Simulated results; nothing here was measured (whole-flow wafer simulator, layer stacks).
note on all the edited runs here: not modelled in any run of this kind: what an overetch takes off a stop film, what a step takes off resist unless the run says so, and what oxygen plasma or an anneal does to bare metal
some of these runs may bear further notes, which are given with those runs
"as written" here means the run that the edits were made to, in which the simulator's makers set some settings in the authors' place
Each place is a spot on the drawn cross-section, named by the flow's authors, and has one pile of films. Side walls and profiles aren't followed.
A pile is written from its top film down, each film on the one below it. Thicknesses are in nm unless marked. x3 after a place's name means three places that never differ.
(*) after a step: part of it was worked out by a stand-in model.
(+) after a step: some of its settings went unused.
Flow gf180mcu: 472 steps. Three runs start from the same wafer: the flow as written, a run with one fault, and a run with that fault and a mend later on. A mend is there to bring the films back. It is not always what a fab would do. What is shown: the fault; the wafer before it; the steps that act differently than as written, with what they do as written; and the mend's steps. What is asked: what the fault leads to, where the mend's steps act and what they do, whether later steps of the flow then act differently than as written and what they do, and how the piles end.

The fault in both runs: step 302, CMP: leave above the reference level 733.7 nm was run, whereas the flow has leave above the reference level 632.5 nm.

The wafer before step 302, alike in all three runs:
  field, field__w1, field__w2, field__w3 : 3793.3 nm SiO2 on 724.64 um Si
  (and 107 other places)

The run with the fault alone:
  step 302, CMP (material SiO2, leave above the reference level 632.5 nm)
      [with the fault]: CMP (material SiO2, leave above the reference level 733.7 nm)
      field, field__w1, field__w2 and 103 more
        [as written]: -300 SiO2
        [with the fault]: -198.8 SiO2
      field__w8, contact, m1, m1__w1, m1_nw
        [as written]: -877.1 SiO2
        [with the fault]: -775.9 SiO2
  Later steps of the flow acting differently than as written (not shown: 1 more step that differs only slightly, by at most 2% or 0.5 nm, whichever is larger):
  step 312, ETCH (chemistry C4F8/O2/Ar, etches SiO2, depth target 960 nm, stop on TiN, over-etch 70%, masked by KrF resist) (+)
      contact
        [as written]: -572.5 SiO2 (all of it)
        [with the fault]: -673.7 SiO2 (all of it)
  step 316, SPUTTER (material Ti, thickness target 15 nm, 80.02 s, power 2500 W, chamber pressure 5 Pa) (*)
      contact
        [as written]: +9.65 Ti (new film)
        [with the fault]: +9.1 Ti (new film)
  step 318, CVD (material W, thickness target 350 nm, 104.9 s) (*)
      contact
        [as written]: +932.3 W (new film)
        [with the fault]: +1034.4 W (new film)
  By the end, the piles at field__w8, contact, m1, m1__w1, m1_nw depart from the flow's by more than 2% or 0.5 nm, whichever is larger.
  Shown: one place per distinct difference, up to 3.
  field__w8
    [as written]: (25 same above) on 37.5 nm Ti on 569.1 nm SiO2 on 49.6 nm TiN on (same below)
    [with the fault]: (25 same above) on 37.5 nm Ti on 670.3 nm SiO2 on 49.6 nm TiN on (same below)
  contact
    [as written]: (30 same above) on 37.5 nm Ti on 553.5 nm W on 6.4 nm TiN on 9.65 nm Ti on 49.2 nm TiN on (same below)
    [with the fault]: (30 same above) on 37.5 nm Ti on 655.6 nm W on 6.04 nm TiN on 9.1 nm Ti on 49.2 nm TiN on (same below)

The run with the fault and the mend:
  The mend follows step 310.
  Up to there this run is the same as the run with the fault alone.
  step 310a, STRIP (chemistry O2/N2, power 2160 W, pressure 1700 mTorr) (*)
      field, field__w1, field__w2 and 107 more
        -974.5 KrF resist (all of it), -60 anti-reflective coat (all of it)
      contact
        -60 anti-reflective coat (all of it)
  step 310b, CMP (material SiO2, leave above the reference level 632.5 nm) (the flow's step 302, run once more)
      field, field__w1, field__w2 and 108 more
        -101.2 SiO2
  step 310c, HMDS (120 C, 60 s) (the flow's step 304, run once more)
      does not change any film at any place that is followed
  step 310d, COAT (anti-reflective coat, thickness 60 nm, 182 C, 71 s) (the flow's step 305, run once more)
      field, field__w1, field__w2 and 108 more
        +60 anti-reflective coat (new film)
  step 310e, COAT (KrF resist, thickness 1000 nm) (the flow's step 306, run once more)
      field, field__w1, field__w2 and 108 more
        +1000 KrF resist (new film)
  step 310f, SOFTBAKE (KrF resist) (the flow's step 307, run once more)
      does not change any film at any place that is followed
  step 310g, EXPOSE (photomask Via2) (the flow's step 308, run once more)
      does not change any film at any place that is followed
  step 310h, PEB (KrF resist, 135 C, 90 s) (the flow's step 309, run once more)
      field, field__w1, field__w2 and 108 more
        -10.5 KrF resist
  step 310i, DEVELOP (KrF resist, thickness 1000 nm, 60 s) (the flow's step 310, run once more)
      field, field__w1, field__w2 and 107 more
        -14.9 KrF resist
      contact
        -989.5 KrF resist (all of it)
  Later steps of the flow that are run all act as written at every place that is followed.
  By the end, the piles equal the flow's at every place that both follow.
